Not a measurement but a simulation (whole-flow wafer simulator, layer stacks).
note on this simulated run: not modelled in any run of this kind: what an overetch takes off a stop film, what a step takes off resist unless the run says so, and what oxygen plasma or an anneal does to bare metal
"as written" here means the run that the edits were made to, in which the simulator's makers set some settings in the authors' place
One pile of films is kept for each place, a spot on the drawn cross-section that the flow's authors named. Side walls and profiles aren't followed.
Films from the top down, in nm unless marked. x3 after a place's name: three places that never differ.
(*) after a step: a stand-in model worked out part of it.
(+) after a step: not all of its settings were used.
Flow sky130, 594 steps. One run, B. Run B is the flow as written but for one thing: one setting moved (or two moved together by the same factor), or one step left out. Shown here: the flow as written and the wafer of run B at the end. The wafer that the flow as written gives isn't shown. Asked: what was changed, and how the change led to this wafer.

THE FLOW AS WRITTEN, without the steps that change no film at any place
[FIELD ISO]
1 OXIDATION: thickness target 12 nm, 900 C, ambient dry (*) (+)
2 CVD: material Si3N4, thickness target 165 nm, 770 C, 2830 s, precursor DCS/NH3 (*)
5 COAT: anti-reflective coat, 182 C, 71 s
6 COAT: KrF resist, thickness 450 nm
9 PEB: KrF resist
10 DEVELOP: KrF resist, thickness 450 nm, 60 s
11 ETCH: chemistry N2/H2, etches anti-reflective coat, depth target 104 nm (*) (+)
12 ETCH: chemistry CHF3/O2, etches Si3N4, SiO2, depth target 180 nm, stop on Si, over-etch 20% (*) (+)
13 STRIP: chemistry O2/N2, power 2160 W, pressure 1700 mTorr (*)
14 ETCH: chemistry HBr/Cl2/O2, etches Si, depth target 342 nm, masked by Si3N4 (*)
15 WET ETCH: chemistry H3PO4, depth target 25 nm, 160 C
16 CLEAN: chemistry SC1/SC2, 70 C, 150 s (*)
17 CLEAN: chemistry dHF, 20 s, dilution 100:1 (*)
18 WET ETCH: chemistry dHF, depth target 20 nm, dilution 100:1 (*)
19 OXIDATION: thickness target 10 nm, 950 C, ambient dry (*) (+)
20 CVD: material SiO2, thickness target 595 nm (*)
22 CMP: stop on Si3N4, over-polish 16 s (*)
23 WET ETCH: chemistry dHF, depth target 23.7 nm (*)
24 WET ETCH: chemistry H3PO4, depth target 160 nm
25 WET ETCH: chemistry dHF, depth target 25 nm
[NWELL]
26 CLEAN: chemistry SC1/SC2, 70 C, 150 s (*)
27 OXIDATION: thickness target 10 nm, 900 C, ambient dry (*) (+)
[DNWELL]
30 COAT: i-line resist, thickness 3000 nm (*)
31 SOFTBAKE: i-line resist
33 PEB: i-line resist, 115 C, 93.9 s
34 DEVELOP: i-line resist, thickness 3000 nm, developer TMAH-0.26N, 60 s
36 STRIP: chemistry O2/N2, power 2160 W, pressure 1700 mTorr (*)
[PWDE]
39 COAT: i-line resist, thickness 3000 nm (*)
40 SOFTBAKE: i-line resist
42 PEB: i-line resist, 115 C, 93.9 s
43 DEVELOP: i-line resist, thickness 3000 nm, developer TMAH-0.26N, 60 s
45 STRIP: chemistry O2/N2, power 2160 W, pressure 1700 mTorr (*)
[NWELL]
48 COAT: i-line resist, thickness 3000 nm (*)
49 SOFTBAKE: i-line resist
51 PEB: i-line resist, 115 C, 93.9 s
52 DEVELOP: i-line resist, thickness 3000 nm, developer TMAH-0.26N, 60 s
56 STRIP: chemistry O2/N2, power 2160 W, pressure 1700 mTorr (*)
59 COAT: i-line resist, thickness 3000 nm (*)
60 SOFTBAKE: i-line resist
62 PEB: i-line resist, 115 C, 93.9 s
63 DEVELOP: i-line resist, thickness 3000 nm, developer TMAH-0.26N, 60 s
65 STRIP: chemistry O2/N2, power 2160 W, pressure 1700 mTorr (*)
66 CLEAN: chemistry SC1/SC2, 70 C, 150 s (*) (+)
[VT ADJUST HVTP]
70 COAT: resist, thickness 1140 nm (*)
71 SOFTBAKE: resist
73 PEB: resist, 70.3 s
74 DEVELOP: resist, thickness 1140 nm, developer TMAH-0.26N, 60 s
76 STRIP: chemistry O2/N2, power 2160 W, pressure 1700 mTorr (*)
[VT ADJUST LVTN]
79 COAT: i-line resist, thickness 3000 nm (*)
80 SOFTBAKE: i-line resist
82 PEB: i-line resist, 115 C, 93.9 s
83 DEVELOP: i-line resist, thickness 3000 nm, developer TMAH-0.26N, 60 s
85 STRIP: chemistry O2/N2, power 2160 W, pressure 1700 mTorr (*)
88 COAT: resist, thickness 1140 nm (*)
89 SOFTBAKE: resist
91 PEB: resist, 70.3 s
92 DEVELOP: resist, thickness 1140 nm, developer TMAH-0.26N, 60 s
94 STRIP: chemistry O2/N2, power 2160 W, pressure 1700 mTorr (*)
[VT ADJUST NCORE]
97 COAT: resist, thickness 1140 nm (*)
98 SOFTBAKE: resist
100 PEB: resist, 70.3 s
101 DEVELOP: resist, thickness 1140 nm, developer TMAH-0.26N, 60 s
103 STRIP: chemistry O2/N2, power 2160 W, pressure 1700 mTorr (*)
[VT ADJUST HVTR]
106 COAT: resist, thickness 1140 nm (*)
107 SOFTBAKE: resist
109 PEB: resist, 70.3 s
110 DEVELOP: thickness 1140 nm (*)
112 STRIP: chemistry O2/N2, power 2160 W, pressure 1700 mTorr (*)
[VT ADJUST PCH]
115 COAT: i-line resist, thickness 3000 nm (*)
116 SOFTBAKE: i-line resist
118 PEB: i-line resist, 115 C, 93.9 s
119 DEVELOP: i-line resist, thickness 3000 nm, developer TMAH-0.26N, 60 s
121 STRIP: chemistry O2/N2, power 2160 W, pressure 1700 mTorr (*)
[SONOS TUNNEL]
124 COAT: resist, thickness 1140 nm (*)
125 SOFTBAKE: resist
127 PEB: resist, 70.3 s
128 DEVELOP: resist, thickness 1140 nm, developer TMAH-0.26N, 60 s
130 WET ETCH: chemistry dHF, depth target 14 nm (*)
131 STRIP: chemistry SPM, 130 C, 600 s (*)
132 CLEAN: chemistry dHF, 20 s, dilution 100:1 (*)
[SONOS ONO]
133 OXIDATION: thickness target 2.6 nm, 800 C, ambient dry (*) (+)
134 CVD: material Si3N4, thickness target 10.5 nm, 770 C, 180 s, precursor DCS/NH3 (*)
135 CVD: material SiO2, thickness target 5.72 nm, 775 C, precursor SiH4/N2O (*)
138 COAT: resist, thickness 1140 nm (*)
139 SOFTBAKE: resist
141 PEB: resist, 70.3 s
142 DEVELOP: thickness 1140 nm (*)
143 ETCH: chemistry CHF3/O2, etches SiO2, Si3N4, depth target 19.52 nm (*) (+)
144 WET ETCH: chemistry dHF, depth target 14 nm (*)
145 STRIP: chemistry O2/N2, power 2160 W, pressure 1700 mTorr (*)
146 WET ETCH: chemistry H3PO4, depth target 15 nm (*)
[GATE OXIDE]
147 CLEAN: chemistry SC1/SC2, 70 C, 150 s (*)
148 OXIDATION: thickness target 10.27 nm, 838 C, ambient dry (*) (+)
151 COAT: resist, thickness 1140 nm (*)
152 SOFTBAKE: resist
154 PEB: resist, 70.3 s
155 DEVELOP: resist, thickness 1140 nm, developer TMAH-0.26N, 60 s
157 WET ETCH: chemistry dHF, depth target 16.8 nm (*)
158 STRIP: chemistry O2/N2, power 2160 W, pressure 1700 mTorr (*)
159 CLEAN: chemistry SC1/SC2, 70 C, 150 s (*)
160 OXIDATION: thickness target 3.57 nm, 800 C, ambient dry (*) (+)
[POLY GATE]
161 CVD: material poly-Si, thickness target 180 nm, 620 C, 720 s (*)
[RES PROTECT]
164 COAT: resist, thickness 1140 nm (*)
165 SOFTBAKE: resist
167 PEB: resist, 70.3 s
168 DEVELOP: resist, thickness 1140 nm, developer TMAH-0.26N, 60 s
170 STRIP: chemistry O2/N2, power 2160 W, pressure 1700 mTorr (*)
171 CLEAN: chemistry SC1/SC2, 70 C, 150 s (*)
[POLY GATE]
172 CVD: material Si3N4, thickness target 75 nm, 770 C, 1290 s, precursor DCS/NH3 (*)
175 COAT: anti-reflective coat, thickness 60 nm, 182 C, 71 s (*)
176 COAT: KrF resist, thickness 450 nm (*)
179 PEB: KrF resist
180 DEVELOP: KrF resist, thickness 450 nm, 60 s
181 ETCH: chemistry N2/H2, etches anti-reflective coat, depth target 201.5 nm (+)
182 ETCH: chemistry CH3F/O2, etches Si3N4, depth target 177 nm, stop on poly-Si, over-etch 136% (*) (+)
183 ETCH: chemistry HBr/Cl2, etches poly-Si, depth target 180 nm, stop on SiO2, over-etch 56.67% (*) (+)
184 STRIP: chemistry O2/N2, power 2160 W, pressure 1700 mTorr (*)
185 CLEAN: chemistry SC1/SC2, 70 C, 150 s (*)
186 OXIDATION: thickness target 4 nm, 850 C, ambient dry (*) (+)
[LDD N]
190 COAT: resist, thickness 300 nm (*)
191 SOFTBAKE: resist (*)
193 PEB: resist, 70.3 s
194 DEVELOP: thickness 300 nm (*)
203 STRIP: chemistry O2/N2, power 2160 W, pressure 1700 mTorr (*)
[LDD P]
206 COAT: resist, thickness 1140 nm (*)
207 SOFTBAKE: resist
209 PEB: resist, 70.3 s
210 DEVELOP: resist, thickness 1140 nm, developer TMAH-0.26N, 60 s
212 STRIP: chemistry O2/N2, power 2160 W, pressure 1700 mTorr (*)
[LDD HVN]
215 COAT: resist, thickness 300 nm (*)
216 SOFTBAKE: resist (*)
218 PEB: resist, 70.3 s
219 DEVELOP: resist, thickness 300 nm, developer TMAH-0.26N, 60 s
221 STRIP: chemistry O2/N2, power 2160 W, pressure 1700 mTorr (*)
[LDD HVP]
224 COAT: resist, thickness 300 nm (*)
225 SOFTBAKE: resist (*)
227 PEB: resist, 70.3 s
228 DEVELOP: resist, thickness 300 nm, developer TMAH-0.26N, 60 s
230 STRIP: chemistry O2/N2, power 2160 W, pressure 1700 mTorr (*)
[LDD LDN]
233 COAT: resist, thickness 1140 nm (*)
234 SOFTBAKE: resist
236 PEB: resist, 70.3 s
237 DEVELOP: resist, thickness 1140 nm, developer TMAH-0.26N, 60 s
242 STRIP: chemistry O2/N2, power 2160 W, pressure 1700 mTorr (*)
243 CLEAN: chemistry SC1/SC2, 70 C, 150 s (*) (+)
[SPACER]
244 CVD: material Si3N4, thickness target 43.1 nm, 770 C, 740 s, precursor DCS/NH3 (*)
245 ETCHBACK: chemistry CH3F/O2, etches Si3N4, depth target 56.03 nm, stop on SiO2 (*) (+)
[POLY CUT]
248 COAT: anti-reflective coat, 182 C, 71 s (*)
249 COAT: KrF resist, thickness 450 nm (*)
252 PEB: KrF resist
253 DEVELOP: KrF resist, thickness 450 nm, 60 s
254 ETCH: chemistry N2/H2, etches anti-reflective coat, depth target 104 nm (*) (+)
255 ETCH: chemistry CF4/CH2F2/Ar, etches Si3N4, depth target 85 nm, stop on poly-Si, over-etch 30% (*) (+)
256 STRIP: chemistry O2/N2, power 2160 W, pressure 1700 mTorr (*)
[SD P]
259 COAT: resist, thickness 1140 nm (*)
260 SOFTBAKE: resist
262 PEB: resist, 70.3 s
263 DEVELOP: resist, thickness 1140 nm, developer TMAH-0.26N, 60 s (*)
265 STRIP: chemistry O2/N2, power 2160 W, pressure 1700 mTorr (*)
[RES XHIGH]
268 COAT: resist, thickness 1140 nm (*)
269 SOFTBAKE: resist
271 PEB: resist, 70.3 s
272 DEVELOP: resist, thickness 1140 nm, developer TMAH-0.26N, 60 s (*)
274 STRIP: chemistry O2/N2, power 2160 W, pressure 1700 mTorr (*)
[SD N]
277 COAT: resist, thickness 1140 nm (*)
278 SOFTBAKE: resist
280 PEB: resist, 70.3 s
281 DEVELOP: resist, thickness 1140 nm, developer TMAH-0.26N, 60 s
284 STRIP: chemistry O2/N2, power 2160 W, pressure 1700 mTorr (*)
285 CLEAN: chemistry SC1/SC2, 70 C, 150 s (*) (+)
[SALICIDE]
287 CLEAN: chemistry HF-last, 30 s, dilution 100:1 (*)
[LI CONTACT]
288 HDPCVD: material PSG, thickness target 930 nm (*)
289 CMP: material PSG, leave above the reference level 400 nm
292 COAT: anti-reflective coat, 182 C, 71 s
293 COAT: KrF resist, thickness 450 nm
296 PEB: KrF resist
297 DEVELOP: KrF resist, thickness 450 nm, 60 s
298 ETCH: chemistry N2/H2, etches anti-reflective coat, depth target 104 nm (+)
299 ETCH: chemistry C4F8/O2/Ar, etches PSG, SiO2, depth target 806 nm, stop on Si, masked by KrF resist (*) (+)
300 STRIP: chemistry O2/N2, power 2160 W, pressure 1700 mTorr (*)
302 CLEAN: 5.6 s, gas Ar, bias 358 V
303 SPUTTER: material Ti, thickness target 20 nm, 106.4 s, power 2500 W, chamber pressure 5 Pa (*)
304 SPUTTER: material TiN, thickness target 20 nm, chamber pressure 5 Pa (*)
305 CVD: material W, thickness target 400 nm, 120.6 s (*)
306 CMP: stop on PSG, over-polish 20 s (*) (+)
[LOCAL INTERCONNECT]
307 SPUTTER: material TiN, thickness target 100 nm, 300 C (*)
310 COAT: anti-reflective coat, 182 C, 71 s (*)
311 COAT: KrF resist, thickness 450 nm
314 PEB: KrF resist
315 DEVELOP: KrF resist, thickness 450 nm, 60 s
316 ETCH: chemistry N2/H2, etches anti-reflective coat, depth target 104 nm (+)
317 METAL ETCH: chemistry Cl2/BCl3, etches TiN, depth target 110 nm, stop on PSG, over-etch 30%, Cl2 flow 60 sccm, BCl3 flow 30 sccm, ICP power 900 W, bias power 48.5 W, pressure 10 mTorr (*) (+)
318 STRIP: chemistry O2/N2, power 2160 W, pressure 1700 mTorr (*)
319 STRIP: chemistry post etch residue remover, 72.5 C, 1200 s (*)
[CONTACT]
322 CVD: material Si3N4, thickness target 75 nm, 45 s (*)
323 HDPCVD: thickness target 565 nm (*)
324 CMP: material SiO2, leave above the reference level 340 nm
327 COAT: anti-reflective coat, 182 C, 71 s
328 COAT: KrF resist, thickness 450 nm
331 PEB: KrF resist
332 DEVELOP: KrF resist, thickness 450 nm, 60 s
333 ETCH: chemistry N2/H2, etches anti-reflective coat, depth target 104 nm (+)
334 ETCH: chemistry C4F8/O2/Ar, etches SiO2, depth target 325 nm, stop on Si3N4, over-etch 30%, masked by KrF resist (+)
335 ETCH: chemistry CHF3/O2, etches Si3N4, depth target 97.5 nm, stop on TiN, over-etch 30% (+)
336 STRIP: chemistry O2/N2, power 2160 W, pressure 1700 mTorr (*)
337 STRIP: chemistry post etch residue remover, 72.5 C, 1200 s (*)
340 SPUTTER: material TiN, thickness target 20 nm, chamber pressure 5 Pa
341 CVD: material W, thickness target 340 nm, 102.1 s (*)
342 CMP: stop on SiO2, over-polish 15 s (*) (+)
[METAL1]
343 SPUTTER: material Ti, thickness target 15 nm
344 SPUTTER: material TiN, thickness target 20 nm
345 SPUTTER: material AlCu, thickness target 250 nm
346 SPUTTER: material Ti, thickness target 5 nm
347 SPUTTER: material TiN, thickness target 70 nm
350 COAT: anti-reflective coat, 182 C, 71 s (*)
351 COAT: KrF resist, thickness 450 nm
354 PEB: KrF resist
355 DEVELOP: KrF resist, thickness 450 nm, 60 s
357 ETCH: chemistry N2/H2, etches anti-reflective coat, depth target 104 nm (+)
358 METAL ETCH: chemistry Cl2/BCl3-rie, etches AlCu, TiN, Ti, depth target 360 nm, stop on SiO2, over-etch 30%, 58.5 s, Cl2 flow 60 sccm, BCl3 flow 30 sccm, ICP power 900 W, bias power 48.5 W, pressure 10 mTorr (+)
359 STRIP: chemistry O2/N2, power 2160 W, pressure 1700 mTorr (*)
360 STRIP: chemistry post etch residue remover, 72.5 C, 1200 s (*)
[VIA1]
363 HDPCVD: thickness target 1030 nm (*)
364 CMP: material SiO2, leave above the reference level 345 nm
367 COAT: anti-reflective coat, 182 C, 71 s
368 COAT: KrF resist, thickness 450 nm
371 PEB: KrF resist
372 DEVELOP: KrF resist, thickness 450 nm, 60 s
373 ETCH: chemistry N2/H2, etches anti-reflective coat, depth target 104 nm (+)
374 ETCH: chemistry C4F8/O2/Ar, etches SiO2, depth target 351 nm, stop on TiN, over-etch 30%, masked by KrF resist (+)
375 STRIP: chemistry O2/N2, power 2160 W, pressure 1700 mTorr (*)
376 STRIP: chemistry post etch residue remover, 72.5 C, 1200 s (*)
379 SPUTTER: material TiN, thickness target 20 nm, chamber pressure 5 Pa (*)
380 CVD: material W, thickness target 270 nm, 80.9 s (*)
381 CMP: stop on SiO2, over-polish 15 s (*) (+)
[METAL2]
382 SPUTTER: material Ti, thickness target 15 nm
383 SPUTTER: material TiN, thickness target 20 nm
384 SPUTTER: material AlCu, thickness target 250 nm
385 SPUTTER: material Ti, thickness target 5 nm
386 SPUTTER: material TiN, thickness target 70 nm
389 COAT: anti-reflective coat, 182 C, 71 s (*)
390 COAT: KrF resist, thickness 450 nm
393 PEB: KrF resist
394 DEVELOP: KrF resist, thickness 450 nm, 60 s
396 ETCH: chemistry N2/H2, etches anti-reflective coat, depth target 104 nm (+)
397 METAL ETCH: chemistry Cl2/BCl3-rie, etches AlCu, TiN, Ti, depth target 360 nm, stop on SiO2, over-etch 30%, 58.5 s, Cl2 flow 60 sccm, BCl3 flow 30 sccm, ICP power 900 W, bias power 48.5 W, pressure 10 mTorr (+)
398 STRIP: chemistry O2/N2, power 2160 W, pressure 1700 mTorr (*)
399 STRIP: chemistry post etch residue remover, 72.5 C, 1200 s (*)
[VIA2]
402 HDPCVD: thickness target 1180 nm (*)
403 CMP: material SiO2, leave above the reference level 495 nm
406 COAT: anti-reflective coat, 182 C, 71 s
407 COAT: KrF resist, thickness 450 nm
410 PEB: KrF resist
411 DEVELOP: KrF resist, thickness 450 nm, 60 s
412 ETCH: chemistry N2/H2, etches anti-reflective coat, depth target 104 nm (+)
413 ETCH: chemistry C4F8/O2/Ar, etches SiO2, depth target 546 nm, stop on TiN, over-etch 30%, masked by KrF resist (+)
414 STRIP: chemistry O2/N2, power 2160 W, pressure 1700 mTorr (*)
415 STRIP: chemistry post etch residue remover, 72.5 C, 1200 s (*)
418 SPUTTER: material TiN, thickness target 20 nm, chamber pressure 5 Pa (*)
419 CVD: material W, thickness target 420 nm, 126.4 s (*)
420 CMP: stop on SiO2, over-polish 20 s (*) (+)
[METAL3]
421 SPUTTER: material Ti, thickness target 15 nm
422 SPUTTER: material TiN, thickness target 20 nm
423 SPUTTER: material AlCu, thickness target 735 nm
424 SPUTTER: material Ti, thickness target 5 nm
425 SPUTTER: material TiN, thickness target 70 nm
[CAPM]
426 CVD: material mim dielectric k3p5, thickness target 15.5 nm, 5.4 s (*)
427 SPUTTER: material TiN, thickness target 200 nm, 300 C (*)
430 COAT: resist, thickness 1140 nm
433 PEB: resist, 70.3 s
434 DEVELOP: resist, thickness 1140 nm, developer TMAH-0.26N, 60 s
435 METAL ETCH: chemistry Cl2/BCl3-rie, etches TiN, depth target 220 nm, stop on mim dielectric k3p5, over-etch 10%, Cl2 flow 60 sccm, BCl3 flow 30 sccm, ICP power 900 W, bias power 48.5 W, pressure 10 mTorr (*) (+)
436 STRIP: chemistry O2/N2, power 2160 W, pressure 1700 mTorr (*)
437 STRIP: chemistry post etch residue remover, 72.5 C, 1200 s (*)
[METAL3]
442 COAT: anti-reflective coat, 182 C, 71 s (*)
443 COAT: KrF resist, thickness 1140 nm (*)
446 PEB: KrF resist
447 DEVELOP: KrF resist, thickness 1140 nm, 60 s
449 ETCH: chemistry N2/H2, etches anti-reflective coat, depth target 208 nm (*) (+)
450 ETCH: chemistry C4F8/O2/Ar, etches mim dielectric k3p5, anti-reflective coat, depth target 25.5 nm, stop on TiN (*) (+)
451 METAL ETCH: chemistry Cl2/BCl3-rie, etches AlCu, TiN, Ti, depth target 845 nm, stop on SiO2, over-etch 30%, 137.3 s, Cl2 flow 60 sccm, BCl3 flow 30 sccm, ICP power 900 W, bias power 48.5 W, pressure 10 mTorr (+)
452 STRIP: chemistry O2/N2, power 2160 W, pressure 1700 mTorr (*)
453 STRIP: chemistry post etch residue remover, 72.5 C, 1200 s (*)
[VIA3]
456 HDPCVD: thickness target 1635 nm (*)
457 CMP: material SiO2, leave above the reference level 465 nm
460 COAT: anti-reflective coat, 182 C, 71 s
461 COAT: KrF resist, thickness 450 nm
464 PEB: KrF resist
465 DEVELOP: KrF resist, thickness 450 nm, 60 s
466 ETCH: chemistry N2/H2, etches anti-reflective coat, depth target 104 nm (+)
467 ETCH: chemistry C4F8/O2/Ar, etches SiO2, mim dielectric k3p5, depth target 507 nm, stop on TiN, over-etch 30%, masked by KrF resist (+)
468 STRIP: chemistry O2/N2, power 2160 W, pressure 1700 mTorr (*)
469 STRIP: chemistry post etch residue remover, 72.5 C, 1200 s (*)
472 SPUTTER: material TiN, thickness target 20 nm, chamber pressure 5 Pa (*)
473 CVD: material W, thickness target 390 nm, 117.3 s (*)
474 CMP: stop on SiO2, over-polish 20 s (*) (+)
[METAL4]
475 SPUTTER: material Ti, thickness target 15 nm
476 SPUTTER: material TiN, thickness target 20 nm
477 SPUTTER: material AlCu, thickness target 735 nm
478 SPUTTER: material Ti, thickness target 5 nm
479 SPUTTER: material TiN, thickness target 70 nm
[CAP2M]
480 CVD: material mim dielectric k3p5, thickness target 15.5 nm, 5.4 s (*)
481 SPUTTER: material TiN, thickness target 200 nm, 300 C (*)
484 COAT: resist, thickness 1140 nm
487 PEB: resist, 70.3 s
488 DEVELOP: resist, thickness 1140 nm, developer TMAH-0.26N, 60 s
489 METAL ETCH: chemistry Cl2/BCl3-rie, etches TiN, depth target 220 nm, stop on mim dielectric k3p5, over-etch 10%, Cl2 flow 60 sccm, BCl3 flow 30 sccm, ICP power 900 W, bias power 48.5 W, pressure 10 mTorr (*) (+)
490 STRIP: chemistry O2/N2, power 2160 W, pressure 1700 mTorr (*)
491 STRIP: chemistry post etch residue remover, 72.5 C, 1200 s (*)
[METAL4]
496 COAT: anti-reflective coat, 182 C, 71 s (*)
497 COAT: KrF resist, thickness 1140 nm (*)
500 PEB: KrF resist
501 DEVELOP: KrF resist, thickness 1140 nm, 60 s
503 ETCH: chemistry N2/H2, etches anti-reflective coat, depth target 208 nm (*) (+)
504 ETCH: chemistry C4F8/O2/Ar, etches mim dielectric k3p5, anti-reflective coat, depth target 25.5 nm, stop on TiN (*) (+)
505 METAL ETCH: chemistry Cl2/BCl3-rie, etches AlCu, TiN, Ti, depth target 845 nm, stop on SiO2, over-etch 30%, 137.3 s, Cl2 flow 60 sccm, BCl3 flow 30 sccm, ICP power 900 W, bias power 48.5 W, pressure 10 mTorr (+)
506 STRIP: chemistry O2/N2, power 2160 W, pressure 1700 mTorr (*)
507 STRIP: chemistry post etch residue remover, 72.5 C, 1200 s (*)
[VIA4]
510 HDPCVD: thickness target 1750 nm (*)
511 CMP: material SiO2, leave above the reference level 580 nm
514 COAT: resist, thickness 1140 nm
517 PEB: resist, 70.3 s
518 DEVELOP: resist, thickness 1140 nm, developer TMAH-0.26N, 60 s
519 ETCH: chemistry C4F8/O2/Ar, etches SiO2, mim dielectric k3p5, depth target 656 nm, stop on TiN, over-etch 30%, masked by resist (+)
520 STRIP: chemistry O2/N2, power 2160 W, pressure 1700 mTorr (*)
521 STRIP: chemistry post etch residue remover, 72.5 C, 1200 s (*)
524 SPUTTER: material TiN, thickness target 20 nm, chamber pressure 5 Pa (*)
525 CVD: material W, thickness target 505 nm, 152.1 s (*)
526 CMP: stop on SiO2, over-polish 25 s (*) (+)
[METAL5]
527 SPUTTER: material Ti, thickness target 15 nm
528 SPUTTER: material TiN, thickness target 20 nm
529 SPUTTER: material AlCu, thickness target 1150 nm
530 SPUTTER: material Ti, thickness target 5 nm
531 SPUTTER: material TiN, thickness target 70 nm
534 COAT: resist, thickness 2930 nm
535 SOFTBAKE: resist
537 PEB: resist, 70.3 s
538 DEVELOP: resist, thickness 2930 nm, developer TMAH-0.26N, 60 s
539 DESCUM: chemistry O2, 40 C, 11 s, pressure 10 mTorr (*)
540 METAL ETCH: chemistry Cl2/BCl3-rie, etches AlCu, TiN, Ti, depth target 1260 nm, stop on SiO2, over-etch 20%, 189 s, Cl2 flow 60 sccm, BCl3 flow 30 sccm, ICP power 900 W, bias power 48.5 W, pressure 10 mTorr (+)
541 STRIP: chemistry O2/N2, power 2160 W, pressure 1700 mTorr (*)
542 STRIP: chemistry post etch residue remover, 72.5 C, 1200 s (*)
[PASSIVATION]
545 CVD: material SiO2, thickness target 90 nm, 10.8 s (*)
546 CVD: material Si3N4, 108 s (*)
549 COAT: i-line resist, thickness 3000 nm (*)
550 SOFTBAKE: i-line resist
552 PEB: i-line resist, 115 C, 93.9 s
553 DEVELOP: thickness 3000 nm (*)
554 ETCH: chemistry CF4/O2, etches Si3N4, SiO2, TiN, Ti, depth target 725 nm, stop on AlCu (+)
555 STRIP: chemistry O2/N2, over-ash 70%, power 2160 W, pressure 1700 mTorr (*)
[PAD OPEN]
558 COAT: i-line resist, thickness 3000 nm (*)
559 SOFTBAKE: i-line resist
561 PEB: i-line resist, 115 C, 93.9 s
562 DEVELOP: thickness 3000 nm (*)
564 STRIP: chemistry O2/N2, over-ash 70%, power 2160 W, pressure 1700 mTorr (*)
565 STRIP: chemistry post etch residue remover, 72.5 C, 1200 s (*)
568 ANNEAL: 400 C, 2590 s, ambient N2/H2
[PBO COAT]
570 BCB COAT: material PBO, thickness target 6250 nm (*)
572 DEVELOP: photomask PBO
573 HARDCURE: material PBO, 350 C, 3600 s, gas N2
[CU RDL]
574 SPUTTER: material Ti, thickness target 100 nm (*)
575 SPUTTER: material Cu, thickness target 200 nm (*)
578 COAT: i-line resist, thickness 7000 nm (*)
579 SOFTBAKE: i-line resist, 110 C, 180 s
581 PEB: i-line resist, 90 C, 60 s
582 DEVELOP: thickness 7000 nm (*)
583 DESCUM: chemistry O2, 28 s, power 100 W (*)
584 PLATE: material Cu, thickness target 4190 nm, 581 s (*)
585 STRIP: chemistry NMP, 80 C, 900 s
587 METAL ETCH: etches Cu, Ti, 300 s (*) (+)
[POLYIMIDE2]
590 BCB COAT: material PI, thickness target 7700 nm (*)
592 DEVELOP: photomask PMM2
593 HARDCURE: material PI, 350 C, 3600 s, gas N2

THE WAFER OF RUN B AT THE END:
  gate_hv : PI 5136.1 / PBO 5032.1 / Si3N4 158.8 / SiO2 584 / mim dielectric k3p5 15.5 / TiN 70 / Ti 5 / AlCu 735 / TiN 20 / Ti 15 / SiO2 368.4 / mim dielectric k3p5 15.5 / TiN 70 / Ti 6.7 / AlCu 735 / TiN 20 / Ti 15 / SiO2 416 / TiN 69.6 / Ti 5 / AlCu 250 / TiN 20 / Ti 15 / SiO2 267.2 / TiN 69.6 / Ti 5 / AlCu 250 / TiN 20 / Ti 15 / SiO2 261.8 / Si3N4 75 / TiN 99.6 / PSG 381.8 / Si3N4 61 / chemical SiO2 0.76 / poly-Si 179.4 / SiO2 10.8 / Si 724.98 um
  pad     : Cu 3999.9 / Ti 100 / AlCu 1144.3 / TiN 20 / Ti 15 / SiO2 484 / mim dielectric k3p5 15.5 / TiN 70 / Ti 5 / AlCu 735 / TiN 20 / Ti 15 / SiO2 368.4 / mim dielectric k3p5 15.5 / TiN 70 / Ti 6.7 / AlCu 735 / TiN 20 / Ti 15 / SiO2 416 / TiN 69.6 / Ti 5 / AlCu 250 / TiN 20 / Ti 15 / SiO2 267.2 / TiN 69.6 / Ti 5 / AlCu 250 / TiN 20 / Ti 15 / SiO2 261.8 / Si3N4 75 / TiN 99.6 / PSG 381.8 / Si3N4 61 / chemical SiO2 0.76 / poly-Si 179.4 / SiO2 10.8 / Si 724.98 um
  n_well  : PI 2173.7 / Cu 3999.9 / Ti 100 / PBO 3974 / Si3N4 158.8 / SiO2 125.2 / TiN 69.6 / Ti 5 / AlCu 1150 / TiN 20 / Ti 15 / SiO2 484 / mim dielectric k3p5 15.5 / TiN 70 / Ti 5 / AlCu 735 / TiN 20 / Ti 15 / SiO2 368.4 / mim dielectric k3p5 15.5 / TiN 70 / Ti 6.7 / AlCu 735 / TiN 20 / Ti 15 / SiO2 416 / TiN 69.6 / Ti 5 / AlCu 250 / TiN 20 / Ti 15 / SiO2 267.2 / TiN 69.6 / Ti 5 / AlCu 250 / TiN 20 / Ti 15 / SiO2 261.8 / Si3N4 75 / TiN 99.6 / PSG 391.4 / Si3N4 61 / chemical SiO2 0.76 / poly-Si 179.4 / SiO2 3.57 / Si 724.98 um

The cause: step 424, SPUTTER: thickness target 6.7 nm was run, where the flow has thickness target 5 nm.
It can be read off the wafer: gate_hv has Ti 6.7, and step 424 as written asks for 5 nm.

How the change led to this, step by step:
  424 SPUTTER: material Ti, thickness target 5 nm
      field, active, n_well and 188 more: Ti +6.7 (new film) (as written it would be: Ti +5 (new film))
  451 METAL ETCH: chemistry Cl2/BCl3-rie, etches AlCu, TiN, Ti, depth target 845 nm, stop on SiO2, over-etch 30%, 137.3 s, Cl2 flow 60 sccm, BCl3 flow 30 sccm, ICP power 900 W, bias power 48.5 W, pressure 10 mTorr (+)
      field, gate, spacer and 68 more: TiN -70 (all of it), Ti -6.7 (all of it), AlCu -735 (all of it), TiN -20 (all of it), Ti -15 (all of it), SiO2 -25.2 (as written it would be: TiN -70 (all of it), Ti -5 (all of it), AlCu -735 (all of it), TiN -20 (all of it), Ti -15 (all of it), SiO2 -25.4)
      active, vpp_ln, vpp_iso2 and 11 more: TiN -70 (all of it), Ti -6.7 (all of it), AlCu -735 (all of it), TiN -20 (all of it), Ti -15 (all of it), SiO2 -25.2 (as written it would be: TiN -70 (all of it), Ti -5 (all of it), AlCu -735 (all of it), TiN -20 (all of it), Ti -15 (all of it), SiO2 -25.3)
